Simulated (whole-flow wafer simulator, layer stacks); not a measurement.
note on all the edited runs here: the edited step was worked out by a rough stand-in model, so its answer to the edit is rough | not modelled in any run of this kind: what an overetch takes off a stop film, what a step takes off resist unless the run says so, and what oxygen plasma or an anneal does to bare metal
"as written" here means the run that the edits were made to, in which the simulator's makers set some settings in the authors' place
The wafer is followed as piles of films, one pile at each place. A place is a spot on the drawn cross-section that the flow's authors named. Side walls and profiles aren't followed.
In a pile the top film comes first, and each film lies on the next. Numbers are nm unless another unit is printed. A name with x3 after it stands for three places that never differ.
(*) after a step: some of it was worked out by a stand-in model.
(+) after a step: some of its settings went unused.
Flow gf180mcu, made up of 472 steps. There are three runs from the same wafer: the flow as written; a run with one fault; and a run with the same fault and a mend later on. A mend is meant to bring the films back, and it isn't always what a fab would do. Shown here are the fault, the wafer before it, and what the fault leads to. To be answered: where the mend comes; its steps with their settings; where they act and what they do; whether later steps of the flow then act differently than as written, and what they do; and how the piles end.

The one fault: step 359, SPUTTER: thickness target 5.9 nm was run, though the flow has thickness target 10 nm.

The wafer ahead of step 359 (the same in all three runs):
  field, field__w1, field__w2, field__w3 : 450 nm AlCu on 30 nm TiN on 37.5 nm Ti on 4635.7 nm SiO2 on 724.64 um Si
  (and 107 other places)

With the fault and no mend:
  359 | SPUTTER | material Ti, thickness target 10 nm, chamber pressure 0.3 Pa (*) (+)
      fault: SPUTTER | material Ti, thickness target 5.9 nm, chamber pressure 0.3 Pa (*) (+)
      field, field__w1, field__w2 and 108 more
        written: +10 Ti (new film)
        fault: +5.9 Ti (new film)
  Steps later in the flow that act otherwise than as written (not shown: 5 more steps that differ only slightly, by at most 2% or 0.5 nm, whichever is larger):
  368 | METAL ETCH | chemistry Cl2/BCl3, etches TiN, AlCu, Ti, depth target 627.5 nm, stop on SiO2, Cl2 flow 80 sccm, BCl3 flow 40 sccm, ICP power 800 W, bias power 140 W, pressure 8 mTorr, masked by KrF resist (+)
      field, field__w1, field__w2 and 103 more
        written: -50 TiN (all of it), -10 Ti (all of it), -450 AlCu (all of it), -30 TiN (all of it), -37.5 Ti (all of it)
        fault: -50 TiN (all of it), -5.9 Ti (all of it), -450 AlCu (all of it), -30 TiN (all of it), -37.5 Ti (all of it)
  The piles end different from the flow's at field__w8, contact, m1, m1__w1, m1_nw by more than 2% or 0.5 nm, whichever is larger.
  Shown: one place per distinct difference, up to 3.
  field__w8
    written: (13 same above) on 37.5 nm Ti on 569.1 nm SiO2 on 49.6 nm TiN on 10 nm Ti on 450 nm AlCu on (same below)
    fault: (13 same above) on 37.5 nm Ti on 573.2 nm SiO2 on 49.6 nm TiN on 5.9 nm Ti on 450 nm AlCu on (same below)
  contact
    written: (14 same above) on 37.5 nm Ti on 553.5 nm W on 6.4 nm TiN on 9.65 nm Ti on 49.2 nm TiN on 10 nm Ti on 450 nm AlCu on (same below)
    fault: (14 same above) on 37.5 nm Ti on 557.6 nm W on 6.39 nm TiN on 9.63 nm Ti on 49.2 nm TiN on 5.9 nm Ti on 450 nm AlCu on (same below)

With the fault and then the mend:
  After step 359 comes the mend.
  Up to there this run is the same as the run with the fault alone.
  359a | SPUTTER | material Ti, thickness target 4.1 nm, chamber pressure 0.3 Pa (*) (+) (a further turn of the flow's step 359, with different settings)
      field, field__w1, field__w2 and 108 more
        +4.1 Ti
  Every later step of the flow that is run acts as written at every place that is followed.
  By the end, the piles equal the flow's at every place that both follow.
